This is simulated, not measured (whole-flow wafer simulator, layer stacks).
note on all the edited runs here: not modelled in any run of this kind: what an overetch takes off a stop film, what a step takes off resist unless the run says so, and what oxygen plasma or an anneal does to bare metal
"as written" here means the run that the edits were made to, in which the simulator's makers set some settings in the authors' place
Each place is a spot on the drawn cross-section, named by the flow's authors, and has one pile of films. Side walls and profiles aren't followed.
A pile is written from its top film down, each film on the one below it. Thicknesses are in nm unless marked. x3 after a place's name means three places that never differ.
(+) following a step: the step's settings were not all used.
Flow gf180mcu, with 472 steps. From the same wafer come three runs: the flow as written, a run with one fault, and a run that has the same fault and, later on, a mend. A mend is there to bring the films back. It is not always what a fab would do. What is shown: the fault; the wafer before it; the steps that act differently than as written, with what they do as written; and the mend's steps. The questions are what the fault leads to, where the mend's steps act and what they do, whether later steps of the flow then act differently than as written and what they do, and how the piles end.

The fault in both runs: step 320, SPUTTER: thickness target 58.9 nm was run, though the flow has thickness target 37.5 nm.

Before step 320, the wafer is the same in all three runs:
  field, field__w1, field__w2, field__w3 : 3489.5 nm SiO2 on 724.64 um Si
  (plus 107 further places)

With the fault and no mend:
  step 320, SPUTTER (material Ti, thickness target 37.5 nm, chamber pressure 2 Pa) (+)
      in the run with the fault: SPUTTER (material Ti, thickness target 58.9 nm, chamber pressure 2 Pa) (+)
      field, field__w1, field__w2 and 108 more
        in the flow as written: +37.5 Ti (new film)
        in the run with the fault: +58.9 Ti (new film)
  Steps later in the flow that act otherwise than as written:
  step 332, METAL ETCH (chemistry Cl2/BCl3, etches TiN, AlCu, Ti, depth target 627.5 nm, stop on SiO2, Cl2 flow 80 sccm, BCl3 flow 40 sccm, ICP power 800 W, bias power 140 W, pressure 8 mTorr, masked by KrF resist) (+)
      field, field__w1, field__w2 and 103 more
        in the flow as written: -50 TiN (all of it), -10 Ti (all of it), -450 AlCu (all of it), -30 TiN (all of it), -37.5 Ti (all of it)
        in the run with the fault: -50 TiN (all of it), -10 Ti (all of it), -450 AlCu (all of it), -30 TiN (all of it), -58.9 Ti (all of it)
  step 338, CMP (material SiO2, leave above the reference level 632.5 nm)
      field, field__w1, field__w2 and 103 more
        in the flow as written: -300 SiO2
        in the run with the fault: -278.6 SiO2
  At field__w8, contact, m1, m1__w1, m1_nw, the piles at the end differ from the flow's by more than 2% or 0.5 nm, whichever is larger.
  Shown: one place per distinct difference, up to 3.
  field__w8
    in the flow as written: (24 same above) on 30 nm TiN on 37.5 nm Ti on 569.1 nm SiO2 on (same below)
    in the run with the fault: (24 same above) on 30 nm TiN on 58.9 nm Ti on 569.1 nm SiO2 on (same below)
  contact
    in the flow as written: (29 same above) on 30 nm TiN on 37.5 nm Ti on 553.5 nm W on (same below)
    in the run with the fault: (29 same above) on 30 nm TiN on 58.9 nm Ti on 553.5 nm W on (same below)

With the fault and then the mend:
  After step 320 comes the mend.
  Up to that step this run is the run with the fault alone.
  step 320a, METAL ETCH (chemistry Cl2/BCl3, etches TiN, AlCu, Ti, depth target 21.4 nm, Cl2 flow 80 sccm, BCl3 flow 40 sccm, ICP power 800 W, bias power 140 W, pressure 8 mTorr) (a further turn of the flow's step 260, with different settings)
      field, field__w1, field__w2 and 108 more
        -21.4 Ti
  Later steps of the flow that are run all act as written at every place that is followed.
  At every place that both follow, the piles at the end match the flow's.
